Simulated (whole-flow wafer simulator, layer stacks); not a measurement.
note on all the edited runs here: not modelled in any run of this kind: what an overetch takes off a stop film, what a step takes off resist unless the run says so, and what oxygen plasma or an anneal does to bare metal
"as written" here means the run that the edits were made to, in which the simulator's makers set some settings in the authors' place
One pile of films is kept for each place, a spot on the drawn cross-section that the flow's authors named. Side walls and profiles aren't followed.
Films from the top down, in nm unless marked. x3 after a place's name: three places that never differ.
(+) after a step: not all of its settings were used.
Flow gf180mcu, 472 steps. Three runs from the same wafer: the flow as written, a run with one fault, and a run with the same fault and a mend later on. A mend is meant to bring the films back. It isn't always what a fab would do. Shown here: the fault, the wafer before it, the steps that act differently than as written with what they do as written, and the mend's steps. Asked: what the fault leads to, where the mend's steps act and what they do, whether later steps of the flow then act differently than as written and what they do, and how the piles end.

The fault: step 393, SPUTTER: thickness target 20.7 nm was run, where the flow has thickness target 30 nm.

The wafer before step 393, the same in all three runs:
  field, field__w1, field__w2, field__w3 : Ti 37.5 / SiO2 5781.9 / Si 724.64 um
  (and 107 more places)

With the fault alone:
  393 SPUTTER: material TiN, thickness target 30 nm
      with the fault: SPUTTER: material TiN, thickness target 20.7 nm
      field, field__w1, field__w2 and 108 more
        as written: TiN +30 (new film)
        with the fault: TiN +20.7 (new film)
  Later steps of the flow that act differently than as written (1 more step differs only slightly, by at most 2% or 0.5 nm, whichever is larger, and isn't shown):
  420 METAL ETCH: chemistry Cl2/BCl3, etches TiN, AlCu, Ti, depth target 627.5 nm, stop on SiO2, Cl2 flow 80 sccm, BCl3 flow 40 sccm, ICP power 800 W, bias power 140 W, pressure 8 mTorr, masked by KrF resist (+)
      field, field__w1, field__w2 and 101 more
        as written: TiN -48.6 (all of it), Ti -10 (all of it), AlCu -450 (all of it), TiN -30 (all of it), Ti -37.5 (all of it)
        with the fault: TiN -48.6 (all of it), Ti -10 (all of it), AlCu -450 (all of it), TiN -20.7 (all of it), Ti -37.5 (all of it)
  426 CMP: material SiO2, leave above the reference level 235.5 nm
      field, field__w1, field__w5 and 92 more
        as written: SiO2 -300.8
        with the fault: SiO2 -310.1
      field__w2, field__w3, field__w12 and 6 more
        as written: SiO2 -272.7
        with the fault: SiO2 -282.4
  At the end the piles differ from the flow's by more than 2% or 0.5 nm, whichever is larger, at field__w4, field__w8, contact, m1, m1__w1, mim, mim_1p0, m1_nw.
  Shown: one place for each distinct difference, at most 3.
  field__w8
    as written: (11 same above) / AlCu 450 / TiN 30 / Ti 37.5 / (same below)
    with the fault: (11 same above) / AlCu 450 / TiN 20.7 / Ti 37.5 / (same below)
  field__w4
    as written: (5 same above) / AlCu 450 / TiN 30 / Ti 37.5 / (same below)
    with the fault: (5 same above) / AlCu 450 / TiN 20.7 / Ti 37.5 / (same below)
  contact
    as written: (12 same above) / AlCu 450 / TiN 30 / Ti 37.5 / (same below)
    with the fault: (12 same above) / AlCu 450 / TiN 20.7 / Ti 37.5 / (same below)

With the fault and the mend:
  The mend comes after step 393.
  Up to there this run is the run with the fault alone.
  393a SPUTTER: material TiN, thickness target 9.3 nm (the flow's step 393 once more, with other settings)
      field, field__w1, field__w2 and 108 more
        TiN +9.3
  No later step of the flow acts differently than as written at any place that is followed.
  At the end the piles are the same as the flow's at every place that both follow.
